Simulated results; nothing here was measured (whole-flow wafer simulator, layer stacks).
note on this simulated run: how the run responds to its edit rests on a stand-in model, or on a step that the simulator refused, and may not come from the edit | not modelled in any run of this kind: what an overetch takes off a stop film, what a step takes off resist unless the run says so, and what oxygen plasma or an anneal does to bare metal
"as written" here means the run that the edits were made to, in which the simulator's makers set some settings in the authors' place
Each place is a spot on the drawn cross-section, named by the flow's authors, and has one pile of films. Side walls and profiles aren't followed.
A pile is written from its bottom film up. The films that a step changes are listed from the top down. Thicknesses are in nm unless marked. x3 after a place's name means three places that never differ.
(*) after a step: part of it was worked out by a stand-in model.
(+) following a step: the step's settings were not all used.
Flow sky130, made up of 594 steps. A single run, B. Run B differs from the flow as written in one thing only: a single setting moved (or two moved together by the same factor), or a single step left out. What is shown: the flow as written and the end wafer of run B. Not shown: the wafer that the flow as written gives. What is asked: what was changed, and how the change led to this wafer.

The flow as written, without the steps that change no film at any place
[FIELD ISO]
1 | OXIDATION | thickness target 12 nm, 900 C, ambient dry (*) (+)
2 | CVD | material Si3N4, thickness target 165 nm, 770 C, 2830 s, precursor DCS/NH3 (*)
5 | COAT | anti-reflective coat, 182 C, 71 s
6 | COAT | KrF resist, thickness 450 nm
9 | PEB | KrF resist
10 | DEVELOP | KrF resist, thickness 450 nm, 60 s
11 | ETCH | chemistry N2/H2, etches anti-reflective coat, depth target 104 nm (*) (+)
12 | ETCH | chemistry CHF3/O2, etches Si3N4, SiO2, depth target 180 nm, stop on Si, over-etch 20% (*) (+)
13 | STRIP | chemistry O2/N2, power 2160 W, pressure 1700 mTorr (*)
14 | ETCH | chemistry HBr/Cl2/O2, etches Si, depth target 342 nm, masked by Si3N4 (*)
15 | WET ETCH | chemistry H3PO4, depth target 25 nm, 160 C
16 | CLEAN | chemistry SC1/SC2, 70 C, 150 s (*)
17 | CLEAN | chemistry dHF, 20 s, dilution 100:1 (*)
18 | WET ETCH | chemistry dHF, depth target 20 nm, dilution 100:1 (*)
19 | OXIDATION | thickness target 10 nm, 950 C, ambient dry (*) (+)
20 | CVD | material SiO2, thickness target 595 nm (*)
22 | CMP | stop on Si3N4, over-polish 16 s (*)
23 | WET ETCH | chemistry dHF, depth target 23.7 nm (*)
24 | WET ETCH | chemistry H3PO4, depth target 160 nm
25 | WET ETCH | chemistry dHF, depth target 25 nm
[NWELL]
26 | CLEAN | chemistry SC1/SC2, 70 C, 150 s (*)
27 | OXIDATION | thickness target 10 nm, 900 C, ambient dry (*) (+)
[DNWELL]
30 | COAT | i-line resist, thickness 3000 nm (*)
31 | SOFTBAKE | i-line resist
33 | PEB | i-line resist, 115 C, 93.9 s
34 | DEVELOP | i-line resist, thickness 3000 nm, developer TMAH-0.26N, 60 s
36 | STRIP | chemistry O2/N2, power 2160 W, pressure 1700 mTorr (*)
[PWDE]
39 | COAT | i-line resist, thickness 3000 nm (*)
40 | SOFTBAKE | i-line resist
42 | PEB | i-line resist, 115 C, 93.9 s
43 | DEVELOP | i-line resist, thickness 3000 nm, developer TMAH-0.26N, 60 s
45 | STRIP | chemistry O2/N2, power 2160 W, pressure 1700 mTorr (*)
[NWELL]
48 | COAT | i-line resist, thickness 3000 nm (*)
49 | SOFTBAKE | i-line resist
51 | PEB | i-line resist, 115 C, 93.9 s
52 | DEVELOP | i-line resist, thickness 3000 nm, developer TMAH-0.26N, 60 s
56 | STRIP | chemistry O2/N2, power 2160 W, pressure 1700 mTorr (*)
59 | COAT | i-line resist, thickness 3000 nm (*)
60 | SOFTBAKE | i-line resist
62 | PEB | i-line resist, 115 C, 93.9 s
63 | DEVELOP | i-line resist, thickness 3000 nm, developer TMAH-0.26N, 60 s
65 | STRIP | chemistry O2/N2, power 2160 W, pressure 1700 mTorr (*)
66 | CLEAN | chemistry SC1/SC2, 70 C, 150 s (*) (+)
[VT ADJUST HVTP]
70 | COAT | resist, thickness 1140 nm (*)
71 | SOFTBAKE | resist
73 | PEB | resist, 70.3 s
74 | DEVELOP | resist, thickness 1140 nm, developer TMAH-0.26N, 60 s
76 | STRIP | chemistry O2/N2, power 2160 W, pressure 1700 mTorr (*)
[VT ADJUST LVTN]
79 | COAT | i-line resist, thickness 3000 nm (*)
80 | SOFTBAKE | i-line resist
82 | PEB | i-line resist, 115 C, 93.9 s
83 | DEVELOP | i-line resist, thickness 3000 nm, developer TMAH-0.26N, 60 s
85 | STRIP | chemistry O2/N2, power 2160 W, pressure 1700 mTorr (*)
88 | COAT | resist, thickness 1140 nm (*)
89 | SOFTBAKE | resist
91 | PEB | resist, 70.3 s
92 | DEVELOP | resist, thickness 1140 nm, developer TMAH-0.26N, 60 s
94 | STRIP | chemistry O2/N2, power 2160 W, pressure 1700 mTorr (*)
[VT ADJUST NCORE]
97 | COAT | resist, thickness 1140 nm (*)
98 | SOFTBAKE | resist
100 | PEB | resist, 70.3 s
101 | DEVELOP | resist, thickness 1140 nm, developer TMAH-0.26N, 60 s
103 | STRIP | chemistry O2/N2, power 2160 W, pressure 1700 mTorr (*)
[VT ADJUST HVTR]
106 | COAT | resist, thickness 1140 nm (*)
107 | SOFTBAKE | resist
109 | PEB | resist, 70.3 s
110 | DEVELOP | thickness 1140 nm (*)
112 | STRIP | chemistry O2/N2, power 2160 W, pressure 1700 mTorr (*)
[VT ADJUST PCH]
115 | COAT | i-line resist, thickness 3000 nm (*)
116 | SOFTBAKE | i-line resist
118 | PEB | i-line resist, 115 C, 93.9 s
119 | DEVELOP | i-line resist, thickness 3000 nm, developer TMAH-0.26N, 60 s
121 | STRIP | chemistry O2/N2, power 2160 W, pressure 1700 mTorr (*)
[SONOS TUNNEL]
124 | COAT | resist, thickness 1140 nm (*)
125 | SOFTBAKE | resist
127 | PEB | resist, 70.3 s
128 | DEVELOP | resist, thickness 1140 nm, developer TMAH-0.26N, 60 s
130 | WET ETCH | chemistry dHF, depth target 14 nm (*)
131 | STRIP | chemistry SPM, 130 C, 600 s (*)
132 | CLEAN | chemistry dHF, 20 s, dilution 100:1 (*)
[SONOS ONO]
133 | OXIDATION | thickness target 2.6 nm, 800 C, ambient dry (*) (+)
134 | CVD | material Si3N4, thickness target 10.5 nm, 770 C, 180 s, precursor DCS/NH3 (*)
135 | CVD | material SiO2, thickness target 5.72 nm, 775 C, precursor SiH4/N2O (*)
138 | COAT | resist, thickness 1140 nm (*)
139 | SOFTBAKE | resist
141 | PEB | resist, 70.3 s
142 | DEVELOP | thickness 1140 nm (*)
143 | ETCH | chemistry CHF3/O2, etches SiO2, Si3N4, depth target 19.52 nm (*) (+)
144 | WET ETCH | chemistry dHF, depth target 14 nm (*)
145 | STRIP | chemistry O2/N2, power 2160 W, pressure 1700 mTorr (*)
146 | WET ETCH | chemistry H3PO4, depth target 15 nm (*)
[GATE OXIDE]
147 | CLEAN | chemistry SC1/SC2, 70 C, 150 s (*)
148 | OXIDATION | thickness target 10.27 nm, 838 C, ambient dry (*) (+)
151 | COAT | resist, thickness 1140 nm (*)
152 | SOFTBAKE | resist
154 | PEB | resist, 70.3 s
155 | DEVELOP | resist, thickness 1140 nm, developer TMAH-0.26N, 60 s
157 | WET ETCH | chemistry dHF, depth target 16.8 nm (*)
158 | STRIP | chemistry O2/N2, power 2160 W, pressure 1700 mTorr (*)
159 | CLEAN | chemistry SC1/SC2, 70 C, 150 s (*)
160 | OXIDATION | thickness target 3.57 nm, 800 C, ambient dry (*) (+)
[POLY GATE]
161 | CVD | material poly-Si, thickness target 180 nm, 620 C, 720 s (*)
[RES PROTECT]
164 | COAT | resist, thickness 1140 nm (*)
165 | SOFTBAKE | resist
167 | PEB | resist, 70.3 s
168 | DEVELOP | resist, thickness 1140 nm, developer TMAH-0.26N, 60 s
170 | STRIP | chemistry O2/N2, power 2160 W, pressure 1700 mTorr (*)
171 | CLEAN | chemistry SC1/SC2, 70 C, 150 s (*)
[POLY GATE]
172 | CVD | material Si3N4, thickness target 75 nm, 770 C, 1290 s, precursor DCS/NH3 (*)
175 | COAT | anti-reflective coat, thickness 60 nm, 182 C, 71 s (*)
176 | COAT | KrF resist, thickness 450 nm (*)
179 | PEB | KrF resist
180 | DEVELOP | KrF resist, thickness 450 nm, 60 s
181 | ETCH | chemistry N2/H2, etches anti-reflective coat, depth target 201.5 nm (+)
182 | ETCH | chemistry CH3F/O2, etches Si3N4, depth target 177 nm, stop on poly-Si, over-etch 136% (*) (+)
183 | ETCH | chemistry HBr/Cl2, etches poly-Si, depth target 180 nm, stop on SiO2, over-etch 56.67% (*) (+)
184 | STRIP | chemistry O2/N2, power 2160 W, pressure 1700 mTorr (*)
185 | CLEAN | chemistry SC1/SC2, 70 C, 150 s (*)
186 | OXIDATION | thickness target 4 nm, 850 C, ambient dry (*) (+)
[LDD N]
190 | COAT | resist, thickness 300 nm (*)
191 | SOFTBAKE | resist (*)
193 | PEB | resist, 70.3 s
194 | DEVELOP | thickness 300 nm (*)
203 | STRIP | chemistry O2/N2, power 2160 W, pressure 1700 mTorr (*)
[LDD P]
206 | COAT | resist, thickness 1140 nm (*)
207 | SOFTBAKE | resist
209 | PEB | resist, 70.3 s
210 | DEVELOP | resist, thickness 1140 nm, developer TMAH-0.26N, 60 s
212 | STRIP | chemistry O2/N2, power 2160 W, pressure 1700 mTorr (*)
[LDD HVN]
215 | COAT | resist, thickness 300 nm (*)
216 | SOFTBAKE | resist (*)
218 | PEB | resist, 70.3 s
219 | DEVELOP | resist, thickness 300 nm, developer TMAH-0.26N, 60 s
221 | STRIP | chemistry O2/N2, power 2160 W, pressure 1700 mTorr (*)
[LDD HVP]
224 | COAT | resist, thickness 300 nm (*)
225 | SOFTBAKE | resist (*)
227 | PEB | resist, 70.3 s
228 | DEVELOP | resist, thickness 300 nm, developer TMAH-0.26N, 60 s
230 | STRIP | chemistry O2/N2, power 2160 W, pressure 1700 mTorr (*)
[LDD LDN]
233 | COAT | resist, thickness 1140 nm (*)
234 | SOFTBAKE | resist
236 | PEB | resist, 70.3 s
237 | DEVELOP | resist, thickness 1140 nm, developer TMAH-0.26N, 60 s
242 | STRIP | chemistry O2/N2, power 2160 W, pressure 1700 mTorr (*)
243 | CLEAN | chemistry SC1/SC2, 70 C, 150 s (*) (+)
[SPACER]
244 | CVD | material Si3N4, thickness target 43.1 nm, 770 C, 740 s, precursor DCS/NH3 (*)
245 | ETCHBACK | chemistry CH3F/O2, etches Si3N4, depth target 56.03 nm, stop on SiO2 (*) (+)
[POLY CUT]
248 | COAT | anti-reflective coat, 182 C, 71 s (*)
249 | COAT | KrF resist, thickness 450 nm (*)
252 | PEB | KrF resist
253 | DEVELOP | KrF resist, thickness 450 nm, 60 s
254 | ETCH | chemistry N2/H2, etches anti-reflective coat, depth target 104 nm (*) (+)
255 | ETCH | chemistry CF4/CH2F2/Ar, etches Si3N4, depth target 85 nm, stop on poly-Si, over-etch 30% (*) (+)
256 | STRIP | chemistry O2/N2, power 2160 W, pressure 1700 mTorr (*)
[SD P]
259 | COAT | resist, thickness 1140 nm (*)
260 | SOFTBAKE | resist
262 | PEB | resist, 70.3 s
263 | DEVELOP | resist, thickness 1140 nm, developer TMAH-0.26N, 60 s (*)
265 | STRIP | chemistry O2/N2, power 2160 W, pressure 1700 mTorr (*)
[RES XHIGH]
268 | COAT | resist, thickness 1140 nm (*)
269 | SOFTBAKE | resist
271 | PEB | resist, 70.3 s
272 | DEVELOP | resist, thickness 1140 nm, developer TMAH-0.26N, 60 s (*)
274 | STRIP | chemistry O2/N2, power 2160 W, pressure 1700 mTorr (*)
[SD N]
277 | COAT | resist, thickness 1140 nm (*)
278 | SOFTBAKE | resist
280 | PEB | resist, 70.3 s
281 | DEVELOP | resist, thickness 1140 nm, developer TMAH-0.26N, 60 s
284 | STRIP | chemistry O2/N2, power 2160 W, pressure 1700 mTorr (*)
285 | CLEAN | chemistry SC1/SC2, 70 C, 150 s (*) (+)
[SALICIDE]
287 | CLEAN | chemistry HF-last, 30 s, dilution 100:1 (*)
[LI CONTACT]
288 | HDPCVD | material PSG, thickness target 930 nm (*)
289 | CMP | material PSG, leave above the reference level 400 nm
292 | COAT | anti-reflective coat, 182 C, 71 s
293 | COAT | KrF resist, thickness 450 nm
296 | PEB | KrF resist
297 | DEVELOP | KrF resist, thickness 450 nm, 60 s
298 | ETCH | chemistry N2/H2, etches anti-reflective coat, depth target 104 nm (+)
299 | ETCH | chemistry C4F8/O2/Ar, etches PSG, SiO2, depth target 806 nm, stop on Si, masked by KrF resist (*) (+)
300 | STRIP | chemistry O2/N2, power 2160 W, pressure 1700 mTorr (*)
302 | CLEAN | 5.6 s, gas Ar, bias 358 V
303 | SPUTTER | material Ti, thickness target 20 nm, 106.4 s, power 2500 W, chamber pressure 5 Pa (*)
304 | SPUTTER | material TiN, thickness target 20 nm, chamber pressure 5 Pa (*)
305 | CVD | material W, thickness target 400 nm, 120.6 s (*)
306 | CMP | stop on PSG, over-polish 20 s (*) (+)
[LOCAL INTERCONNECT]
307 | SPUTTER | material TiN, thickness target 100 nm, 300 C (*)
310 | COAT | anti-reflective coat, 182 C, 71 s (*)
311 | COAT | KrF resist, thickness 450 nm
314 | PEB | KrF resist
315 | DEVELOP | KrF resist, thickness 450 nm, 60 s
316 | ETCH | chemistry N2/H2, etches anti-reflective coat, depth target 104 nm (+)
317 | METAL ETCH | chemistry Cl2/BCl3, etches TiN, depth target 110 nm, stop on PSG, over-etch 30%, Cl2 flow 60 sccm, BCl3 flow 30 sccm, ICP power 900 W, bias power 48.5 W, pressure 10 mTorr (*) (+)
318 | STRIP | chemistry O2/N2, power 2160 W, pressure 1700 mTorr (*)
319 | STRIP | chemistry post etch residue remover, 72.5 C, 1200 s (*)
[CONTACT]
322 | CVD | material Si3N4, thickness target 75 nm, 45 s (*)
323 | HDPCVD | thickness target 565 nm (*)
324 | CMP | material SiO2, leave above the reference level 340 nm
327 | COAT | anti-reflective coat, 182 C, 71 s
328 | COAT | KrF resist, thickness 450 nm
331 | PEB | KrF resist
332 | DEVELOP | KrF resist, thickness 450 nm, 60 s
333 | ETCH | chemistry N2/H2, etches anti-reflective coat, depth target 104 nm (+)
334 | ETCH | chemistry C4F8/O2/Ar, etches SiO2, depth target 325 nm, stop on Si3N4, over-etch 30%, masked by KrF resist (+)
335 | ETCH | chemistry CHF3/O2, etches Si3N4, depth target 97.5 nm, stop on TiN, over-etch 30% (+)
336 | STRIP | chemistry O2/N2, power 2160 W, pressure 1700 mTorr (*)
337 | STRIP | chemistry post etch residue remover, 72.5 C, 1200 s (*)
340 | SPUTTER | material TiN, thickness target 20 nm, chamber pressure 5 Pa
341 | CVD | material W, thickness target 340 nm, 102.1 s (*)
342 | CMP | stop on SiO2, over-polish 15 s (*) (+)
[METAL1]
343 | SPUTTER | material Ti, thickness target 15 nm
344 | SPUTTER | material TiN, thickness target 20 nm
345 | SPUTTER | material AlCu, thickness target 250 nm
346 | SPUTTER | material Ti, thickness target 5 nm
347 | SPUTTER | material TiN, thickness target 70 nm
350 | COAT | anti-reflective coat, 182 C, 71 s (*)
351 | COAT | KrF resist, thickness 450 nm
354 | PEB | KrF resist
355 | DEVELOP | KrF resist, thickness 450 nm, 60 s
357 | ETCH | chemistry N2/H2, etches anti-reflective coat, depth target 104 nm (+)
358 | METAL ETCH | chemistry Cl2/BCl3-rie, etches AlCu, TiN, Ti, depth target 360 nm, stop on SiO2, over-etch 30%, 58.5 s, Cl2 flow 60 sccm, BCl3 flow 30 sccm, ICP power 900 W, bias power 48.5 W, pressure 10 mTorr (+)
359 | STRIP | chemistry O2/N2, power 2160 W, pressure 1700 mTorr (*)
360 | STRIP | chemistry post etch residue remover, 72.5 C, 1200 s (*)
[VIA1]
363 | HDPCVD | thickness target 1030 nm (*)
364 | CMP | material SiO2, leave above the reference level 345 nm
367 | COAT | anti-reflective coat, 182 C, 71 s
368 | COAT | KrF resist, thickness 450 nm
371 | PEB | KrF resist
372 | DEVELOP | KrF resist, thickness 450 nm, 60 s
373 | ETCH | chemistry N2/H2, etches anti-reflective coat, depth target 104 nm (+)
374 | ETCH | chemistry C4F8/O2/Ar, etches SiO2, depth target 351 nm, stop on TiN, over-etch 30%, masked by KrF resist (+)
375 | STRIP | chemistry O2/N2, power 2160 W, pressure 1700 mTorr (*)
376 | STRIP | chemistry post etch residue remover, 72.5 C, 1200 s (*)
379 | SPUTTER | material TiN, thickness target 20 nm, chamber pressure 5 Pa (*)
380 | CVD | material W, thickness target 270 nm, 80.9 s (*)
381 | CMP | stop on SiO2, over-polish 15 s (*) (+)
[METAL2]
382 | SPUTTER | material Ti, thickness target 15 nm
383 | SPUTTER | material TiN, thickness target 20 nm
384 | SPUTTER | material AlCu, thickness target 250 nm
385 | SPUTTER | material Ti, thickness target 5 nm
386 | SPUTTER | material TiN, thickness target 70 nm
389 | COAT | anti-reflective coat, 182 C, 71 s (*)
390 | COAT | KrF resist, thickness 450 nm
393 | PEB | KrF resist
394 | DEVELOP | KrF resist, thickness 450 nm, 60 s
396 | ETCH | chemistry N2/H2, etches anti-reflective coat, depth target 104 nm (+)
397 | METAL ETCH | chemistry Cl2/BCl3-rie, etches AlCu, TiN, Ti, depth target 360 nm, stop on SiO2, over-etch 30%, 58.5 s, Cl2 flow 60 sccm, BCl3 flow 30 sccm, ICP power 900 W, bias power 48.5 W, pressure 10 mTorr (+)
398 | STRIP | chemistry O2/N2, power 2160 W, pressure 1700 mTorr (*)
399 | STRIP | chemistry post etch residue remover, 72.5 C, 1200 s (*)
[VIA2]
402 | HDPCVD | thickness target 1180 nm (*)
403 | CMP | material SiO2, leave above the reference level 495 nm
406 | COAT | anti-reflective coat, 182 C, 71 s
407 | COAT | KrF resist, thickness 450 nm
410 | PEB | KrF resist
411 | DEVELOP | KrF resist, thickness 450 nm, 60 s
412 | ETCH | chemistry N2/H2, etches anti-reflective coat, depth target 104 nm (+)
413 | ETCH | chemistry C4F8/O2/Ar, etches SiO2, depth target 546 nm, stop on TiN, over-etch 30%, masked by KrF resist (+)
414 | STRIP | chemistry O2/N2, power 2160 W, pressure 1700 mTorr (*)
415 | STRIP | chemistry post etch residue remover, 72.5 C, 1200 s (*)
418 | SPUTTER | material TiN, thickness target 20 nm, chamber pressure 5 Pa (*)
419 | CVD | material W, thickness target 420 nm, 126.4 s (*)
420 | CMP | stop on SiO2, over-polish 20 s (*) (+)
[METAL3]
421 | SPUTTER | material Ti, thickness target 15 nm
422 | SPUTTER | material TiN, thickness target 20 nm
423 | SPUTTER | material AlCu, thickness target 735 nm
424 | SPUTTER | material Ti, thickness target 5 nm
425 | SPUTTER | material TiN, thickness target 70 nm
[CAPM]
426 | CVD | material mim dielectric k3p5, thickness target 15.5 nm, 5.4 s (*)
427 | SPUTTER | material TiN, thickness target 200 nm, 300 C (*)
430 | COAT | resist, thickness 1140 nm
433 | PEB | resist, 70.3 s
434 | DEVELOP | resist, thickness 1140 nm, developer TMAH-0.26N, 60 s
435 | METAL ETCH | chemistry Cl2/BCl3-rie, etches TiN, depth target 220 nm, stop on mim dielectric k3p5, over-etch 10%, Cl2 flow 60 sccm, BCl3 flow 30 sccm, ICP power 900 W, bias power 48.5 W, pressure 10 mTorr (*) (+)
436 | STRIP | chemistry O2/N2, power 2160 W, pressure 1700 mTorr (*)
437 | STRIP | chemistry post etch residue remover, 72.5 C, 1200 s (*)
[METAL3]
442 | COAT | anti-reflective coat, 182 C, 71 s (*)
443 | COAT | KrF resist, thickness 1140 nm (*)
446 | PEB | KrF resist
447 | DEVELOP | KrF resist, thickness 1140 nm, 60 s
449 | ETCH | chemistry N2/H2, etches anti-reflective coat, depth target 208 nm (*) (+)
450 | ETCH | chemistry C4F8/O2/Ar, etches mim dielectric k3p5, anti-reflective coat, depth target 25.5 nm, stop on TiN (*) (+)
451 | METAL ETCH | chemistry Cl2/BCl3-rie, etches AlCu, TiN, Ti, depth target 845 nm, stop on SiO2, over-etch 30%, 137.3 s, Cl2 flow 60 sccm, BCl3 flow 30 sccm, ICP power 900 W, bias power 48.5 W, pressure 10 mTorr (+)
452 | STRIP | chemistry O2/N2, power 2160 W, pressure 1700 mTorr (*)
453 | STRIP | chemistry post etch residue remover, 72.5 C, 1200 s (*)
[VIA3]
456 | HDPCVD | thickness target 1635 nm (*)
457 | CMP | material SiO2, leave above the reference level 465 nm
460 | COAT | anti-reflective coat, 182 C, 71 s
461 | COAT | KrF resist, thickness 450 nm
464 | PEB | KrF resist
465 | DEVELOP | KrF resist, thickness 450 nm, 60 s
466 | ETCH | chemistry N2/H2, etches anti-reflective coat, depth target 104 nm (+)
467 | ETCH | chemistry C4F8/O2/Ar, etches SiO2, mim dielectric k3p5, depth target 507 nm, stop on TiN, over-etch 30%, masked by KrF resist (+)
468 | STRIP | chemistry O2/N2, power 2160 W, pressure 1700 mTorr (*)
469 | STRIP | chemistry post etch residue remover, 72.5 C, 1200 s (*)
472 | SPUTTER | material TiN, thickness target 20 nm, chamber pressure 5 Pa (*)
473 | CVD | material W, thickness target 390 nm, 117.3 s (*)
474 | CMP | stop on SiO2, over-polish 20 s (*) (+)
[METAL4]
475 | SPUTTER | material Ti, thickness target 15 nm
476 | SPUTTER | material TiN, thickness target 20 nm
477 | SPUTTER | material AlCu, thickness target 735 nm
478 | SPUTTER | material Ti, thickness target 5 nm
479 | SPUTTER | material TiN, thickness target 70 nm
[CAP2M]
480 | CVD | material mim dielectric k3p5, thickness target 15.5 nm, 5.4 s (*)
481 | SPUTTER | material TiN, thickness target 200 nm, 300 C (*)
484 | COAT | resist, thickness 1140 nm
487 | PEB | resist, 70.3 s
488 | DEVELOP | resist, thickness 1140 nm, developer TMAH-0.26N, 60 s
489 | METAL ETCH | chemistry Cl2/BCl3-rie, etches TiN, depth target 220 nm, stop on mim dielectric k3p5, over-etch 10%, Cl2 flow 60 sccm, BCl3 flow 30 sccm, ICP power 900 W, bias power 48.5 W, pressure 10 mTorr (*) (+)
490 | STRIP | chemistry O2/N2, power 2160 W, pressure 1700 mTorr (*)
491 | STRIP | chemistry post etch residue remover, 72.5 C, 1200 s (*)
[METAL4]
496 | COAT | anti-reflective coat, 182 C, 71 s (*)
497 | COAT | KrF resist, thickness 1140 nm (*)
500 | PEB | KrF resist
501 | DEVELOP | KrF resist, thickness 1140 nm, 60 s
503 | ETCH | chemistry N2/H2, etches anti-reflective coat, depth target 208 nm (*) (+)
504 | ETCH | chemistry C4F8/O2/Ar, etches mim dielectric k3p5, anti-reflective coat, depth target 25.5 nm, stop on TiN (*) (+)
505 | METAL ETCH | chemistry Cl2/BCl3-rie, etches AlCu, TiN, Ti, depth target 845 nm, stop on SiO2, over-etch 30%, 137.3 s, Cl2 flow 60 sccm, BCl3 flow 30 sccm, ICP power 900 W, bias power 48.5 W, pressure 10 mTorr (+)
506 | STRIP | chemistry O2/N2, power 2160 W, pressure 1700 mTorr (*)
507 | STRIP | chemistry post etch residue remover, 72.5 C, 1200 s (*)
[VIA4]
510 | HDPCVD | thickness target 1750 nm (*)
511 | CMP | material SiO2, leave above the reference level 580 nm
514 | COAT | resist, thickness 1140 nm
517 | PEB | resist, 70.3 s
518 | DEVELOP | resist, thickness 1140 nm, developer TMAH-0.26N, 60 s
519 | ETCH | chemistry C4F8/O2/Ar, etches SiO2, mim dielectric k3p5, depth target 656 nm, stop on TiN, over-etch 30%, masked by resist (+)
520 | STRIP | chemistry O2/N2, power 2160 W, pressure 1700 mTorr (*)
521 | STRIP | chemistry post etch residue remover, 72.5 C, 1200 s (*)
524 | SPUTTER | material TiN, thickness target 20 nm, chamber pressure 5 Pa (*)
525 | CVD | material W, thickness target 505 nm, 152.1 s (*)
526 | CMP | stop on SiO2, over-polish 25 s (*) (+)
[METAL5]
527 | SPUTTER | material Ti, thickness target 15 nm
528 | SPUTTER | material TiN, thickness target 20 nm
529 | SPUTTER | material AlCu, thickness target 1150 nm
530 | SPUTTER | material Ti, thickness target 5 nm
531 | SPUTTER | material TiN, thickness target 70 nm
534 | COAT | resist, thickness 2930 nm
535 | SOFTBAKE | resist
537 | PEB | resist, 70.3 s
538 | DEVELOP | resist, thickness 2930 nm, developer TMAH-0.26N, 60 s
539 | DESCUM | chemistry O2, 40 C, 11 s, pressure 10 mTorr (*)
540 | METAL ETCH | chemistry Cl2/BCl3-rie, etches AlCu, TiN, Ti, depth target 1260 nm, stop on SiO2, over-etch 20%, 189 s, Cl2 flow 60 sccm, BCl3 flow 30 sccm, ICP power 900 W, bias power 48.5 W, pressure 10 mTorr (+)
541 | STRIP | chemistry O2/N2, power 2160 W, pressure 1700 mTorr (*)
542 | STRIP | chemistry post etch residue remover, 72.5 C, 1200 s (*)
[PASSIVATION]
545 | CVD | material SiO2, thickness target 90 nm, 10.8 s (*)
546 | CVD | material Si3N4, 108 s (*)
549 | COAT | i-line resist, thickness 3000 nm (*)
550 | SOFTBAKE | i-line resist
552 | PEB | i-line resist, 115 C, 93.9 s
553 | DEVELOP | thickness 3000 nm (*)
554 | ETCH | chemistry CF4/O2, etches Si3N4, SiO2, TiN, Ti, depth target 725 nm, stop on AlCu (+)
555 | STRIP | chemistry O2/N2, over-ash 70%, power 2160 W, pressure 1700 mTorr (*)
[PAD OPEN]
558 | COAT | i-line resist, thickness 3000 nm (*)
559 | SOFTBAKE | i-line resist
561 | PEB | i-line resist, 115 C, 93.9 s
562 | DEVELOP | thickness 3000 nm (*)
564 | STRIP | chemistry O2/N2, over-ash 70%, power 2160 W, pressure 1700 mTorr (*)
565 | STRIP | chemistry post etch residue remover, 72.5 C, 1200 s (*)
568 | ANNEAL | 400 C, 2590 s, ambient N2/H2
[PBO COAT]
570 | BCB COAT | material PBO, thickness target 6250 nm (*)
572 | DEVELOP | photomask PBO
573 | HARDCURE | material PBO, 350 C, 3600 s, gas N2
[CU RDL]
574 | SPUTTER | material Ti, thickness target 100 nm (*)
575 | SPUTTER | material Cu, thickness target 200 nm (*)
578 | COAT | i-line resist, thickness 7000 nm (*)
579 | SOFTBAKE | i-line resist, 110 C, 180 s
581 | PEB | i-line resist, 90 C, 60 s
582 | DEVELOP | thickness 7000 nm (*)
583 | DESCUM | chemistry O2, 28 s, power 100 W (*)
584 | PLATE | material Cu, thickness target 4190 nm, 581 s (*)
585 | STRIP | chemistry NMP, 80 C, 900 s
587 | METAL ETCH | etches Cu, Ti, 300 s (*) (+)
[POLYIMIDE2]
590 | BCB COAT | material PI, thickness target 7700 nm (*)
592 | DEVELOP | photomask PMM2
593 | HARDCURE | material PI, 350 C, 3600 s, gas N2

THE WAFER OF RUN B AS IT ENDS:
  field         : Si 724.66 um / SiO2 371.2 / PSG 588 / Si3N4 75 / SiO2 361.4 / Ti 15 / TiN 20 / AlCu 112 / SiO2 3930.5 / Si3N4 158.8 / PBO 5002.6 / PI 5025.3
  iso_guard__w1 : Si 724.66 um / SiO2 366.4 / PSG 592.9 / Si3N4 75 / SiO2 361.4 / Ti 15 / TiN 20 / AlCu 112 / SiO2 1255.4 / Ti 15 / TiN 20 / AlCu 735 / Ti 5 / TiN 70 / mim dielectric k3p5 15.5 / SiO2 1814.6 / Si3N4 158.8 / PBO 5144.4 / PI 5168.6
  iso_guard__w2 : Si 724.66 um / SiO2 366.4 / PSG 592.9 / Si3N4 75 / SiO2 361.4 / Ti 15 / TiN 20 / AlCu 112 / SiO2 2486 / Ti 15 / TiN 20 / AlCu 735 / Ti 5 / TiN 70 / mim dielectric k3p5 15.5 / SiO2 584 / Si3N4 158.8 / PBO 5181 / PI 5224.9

What caused this: step 358, METAL ETCH: depth target 158.4 nm was run, while the flow as written has depth target 360 nm; step 358, METAL ETCH: 25.7 s was run, where the flow has 58.5 s.

The path from the change to this, step by step:
  358 | METAL ETCH | chemistry Cl2/BCl3-rie, etches AlCu, TiN, Ti, depth target 360 nm, stop on SiO2, over-etch 30%, 58.5 s, Cl2 flow 60 sccm, BCl3 flow 30 sccm, ICP power 900 W, bias power 48.5 W, pressure 10 mTorr (+)
      field, active, gate and 81 more: TiN loses 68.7 (all of it), Ti loses 5 (all of it), AlCu loses 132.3 (it would be, as written: TiN loses 68.7 (all of it), Ti loses 5 (all of it), AlCu loses 250 (all of it), TiN loses 20 (all of it), Ti loses 15 (all of it), SiO2 loses 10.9)
      n_well, p_well, gate_hv and 104 more: KrF resist loses 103 (it would be, as written: KrF resist loses 234)
  359 | STRIP | chemistry O2/N2, power 2160 W, pressure 1700 mTorr (*)
      n_well, p_well, gate_hv and 100 more: KrF resist loses 274.9 (all of it), anti-reflective coat loses 80 (all of it) (it would be, as written: KrF resist loses 143.8 (all of it), anti-reflective coat loses 80 (all of it))
      poly_licon, ndiff_licon, ndiff_licon_cpp, rpo_hd_licon: KrF resist loses 274.9 (all of it), anti-reflective coat loses 80.5 (all of it) (it would be, as written: KrF resist loses 143.9 (all of it), anti-reflective coat loses 80.5 (all of it))
  360 | STRIP | chemistry post etch residue remover, 72.5 C, 1200 s (*)
      field, active, gate and 81 more: AlCu loses 5.72 (it would be, as written: nothing)
  363 | HDPCVD | thickness target 1030 nm (*)
      field, active, gate and 81 more: SiO2 gains 1030 (new film) (it would be, as written: SiO2 gains 1030)
  364 | CMP | material SiO2, leave above the reference level 345 nm
      field, active, gate and 81 more: SiO2 loses 547 (it would be, as written: SiO2 loses 389.1)
Taking metal films that touch as one body, field has 1 body; the flow as written gives 0 bodies.
Taking metal films that touch as one body, iso_guard__w1 has 2 bodies (between them, from the top down: SiO2 1255.4); the flow as written gives 1 body.
Taking metal films that touch as one body, iso_guard__w2 has 2 bodies (between them, from the top down: SiO2 2486); the flow as written gives 1 body.
